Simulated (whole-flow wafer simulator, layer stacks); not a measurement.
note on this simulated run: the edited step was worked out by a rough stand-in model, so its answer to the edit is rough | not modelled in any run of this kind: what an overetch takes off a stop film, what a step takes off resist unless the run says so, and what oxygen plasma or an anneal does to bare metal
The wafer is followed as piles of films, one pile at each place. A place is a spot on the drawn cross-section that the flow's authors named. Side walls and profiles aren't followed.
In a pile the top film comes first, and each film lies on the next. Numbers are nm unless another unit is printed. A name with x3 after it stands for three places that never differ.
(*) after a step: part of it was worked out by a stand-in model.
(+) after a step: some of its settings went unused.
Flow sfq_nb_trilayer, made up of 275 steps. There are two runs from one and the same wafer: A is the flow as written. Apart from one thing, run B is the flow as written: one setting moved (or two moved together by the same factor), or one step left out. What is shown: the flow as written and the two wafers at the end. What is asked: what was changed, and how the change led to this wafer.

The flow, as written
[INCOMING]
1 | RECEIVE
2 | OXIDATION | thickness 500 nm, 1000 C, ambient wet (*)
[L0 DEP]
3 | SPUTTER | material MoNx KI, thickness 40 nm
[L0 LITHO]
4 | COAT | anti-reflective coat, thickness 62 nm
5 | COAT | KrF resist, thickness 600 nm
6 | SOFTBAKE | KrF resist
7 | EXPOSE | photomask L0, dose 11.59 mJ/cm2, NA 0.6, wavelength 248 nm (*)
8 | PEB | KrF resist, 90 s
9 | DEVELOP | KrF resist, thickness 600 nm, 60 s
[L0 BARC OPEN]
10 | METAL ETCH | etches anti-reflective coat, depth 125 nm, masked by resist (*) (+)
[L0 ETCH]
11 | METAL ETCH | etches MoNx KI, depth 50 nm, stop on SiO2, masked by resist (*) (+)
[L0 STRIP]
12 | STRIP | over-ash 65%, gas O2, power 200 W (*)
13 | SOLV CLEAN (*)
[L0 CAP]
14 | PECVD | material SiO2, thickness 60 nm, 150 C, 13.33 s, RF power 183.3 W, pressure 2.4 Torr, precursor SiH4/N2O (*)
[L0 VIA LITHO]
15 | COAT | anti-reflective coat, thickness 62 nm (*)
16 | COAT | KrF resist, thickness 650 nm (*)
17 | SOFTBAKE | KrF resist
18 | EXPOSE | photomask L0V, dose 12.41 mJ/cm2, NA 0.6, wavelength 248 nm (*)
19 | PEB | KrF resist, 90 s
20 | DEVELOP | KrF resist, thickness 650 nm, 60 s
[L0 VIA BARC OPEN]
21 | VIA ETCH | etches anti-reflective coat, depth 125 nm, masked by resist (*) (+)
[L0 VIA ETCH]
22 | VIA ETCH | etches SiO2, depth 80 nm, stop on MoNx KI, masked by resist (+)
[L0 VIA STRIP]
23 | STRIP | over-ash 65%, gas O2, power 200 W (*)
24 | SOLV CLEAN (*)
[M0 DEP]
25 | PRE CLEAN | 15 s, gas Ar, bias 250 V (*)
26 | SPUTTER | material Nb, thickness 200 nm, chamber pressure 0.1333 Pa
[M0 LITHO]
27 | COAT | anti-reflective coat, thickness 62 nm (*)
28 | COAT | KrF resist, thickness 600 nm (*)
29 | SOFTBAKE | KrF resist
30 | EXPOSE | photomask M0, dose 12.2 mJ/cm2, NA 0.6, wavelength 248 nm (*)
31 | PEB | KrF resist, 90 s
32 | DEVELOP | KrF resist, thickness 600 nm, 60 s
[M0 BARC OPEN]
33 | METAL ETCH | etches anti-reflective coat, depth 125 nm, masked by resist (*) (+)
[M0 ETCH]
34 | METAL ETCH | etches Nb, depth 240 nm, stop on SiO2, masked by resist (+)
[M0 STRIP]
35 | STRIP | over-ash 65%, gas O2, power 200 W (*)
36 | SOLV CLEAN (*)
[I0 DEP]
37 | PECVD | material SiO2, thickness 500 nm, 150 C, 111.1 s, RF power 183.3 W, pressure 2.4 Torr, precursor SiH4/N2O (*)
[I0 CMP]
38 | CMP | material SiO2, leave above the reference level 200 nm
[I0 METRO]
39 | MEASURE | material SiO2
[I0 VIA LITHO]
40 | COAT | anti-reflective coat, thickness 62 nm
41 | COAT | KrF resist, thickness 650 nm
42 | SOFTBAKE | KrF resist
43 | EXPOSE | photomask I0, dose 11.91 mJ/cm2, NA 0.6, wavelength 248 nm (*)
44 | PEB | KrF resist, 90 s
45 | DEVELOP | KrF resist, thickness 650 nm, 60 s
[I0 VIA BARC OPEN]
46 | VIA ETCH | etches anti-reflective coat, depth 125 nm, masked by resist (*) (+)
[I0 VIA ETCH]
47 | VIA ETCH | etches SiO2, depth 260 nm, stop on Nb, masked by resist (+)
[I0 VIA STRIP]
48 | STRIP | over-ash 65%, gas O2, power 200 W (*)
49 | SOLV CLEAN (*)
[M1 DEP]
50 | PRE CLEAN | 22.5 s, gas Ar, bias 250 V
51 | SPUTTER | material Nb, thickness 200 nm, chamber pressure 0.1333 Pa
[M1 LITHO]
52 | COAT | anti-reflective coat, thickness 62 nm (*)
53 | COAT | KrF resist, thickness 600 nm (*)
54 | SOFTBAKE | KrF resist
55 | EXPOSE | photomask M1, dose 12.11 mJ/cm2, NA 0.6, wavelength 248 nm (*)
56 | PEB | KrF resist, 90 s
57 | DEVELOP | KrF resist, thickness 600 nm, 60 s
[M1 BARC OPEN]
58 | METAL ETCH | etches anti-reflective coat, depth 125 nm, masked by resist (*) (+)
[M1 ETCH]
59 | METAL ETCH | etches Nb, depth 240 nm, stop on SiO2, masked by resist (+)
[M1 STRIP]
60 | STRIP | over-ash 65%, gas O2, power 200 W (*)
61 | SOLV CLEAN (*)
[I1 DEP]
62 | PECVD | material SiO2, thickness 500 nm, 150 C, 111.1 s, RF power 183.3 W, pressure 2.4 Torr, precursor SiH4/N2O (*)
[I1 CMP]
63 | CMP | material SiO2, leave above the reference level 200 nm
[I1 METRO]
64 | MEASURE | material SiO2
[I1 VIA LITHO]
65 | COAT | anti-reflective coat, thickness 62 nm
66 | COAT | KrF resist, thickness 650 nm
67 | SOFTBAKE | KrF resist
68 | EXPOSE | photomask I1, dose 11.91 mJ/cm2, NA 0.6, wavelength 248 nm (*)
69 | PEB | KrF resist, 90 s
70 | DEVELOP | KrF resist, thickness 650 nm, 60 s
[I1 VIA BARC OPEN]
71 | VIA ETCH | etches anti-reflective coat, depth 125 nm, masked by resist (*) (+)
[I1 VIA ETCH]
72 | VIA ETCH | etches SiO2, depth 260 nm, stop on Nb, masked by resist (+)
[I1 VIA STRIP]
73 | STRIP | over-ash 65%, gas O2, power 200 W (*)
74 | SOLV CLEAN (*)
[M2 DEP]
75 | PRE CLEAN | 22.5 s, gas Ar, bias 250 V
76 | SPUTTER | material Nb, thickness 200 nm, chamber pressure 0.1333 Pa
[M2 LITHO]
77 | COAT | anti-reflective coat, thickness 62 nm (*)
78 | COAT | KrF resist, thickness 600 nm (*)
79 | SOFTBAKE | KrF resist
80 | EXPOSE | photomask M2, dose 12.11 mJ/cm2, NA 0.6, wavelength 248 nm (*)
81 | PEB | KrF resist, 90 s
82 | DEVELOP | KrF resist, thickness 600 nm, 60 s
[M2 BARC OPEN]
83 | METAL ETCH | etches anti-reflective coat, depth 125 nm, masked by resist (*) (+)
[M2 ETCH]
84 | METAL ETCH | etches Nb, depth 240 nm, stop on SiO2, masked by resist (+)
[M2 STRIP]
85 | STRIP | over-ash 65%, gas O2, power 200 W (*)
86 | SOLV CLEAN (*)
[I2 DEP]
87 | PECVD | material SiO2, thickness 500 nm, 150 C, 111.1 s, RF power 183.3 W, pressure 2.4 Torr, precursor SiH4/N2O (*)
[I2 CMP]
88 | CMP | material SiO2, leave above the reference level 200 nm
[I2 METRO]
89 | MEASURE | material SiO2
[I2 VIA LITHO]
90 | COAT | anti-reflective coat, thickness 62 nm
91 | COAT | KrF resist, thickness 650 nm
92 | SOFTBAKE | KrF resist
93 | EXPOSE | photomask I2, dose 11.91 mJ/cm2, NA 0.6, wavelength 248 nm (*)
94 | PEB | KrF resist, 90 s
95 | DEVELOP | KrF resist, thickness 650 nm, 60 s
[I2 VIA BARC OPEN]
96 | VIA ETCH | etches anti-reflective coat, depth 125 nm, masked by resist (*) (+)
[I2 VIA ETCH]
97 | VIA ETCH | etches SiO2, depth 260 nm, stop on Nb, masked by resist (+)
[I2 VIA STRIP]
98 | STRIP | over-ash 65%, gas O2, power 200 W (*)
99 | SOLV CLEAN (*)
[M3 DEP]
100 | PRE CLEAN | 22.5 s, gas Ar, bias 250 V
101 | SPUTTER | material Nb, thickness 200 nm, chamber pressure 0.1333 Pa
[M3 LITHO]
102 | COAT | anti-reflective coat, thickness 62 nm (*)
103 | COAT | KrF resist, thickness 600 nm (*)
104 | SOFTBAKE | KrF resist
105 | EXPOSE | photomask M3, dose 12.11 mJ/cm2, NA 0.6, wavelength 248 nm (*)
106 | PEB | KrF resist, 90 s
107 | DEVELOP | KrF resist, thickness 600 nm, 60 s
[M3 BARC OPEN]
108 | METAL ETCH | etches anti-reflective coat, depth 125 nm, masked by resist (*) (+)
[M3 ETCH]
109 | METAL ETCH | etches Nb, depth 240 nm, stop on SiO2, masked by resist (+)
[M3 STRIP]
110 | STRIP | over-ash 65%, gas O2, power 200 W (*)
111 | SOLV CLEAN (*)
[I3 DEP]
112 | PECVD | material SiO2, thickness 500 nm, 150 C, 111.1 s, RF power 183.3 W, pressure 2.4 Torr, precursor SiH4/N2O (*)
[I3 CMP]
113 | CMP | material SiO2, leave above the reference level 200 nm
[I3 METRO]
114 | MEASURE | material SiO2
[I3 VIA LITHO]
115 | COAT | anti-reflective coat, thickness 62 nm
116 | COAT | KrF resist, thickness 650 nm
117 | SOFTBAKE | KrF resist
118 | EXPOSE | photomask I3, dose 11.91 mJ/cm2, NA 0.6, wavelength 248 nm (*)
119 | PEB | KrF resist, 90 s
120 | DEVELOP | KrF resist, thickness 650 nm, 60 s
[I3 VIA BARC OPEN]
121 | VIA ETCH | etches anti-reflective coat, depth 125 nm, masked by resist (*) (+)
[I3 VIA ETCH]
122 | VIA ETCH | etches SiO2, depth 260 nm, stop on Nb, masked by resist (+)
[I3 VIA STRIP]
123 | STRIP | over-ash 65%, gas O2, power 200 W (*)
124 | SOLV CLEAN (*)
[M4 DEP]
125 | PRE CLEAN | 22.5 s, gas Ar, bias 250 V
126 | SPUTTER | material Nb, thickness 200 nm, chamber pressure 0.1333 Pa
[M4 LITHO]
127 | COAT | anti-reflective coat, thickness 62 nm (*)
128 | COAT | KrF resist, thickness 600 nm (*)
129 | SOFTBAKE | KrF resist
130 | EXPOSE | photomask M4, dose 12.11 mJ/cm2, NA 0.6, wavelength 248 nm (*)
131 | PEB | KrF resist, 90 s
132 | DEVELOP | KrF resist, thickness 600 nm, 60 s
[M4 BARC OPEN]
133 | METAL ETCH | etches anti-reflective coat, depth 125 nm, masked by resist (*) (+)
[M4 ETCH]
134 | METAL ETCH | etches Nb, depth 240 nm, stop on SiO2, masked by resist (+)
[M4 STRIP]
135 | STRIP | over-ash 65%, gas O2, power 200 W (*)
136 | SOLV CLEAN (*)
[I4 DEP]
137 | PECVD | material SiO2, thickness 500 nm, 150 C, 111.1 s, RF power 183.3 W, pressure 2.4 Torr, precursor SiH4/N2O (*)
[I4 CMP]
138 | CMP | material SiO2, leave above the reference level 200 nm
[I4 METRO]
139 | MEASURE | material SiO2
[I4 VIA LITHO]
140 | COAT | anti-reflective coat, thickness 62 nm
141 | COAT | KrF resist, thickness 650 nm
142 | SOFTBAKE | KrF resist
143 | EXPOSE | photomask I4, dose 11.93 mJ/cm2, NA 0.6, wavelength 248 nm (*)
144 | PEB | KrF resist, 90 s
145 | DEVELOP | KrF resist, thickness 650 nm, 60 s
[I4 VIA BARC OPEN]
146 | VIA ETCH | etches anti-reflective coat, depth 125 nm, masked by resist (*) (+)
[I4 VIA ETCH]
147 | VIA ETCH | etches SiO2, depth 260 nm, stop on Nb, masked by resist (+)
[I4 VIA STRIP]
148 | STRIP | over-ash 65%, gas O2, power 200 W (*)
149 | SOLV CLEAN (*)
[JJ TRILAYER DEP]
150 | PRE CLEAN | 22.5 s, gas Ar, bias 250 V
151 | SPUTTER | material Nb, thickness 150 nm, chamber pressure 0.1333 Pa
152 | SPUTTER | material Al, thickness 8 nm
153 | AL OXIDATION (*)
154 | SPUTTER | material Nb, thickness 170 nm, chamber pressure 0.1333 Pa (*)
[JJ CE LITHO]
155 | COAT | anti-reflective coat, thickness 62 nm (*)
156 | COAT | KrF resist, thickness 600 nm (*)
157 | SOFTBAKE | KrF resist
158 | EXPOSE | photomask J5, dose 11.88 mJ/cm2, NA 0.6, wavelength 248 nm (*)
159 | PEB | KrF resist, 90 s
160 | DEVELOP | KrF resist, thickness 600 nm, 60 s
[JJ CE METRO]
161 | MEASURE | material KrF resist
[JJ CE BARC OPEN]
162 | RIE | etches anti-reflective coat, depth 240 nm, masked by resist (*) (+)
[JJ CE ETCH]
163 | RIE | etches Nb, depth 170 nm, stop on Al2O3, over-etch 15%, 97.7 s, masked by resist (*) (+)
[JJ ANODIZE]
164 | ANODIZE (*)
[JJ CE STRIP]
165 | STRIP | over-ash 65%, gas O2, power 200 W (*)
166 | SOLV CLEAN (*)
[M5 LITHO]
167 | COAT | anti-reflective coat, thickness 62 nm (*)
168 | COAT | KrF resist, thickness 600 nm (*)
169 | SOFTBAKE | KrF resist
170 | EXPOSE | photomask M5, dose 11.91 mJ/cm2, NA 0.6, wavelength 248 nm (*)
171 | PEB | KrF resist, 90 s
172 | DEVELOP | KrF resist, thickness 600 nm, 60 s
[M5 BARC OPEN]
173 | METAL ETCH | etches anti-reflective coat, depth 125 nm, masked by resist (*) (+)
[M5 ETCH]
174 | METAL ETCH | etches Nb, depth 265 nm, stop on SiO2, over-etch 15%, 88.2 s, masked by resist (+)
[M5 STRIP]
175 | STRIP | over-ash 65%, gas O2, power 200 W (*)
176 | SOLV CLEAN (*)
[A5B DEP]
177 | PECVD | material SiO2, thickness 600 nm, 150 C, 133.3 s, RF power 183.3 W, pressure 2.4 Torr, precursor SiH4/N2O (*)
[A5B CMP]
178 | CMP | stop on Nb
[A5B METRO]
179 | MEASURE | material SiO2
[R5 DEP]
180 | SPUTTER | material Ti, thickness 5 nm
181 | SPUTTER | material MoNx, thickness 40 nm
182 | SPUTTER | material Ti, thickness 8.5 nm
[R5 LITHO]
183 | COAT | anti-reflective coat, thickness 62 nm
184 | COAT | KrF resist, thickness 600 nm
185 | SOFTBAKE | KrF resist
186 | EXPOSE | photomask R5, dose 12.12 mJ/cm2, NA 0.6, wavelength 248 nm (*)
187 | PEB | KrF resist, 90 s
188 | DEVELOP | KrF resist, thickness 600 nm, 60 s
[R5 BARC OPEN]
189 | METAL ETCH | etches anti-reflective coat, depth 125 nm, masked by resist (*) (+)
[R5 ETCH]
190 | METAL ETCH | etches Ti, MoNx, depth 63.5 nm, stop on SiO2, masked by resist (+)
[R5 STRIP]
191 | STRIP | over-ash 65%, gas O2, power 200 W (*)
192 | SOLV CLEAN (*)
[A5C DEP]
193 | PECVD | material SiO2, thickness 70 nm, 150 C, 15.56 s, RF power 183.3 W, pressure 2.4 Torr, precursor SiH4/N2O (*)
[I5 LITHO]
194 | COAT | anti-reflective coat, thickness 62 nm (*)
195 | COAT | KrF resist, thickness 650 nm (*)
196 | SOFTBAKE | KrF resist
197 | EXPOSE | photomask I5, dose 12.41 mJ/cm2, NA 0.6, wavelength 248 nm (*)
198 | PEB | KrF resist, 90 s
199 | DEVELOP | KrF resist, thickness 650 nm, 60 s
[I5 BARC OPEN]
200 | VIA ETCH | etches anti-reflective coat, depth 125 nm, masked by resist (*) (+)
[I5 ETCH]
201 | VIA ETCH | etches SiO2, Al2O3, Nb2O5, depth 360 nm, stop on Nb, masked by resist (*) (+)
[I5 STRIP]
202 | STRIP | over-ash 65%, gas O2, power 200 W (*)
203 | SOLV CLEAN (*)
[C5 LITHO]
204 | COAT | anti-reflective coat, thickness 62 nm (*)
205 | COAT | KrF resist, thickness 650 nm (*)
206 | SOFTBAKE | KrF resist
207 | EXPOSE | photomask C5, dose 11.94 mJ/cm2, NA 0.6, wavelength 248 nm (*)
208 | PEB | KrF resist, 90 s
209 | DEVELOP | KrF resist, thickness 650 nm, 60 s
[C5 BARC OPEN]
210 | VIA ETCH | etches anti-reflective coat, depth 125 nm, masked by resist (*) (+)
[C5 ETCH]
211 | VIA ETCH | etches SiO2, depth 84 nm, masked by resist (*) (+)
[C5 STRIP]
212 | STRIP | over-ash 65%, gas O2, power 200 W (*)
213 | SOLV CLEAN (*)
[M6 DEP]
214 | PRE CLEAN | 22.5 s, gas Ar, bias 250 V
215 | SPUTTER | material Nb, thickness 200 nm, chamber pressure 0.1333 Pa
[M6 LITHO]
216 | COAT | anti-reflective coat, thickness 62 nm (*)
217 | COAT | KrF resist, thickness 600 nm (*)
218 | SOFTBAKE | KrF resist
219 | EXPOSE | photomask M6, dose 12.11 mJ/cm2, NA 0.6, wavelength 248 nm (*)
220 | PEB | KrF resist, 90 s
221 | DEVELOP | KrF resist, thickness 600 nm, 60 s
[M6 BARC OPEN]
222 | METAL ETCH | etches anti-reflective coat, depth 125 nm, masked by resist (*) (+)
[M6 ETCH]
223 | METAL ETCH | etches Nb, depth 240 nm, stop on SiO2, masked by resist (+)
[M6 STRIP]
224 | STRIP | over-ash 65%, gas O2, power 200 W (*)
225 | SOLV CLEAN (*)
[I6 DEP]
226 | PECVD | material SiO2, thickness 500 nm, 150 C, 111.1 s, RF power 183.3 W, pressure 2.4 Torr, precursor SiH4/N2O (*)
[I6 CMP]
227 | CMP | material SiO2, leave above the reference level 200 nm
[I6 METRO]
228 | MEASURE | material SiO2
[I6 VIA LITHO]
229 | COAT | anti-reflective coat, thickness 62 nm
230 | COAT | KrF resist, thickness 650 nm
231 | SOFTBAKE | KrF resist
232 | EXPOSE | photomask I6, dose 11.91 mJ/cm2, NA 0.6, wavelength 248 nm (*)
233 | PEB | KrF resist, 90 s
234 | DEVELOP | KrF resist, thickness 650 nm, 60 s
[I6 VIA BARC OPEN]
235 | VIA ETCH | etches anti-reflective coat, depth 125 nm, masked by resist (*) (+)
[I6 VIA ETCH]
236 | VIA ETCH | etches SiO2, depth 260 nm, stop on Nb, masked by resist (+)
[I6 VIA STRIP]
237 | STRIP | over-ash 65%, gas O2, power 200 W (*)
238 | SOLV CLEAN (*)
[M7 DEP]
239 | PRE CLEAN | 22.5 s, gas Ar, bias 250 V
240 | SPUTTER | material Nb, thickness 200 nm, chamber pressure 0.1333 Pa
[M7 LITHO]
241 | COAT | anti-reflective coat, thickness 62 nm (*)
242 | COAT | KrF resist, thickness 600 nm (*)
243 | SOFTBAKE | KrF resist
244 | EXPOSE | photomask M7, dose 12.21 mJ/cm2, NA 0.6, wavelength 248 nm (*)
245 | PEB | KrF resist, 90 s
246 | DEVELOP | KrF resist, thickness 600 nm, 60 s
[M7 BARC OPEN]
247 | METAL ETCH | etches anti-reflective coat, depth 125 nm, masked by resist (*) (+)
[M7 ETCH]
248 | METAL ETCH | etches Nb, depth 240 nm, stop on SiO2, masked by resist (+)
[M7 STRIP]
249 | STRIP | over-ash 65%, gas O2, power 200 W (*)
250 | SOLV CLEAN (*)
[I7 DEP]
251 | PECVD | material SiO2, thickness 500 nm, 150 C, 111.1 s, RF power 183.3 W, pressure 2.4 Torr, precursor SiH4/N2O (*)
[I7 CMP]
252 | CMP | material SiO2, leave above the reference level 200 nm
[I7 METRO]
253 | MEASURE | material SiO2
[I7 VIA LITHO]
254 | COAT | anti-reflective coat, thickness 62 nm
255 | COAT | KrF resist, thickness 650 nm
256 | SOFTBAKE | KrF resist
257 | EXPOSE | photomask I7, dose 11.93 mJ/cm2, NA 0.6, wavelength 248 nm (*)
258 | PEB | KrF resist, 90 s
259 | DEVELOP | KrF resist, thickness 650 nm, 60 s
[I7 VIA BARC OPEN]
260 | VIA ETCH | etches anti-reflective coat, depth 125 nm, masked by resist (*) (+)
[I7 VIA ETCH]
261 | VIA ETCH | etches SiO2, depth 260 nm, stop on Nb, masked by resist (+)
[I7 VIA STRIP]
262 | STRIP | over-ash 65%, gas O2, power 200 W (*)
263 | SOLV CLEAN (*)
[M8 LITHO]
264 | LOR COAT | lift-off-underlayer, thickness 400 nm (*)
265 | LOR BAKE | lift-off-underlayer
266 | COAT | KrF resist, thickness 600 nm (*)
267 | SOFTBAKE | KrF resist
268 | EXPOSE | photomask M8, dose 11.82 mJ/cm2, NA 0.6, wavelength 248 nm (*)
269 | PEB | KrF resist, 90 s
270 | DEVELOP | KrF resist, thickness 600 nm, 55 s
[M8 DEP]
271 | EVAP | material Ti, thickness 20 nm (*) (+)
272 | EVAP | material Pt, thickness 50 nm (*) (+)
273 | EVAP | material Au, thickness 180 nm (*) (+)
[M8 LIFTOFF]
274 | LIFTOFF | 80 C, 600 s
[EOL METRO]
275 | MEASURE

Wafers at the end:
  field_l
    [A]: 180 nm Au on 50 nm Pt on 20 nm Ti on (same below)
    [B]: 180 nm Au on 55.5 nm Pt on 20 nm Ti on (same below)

Cause: step 272, EVAP: thickness 55.5 nm was run, though the flow has thickness 50 nm.
The wafer itself shows it: field_l has Pt 55.5, and step 272 as written asks for 50 nm.

The path from the change to this, step by step:
  272 | EVAP | material Pt, thickness 50 nm (*) (+)
      field_l, v_sur, via_wl and 103 more: A Pt gains 50 (new film) | B Pt gains 55.5 (new film)
  274 | LIFTOFF | 80 C, 600 s
      p4_fl, p4_fm, p4_w1 and 71 more: A Au loses 180 (all of it), Pt loses 50 (all of it), Ti loses 20 (all of it), KrF resist loses 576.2 (all of it), lift-off-underlayer loses 400 (all of it) | B Au loses 180 (all of it), Pt loses 55.5 (all of it), Ti loses 20 (all of it), KrF resist loses 576.2 (all of it), lift-off-underlayer loses 400 (all of it)
      c5j, ce_r: A Au loses 180 (all of it), Pt loses 50 (all of it), Ti loses 20 (all of it), KrF resist loses 573.3 (all of it), lift-off-underlayer loses 399.3 (all of it) | B Au loses 180 (all of it), Pt loses 55.5 (all of it), Ti loses 20 (all of it), KrF resist loses 573.3 (all of it), lift-off-underlayer loses 399.3 (all of it)
      (and at 19 other places as well)
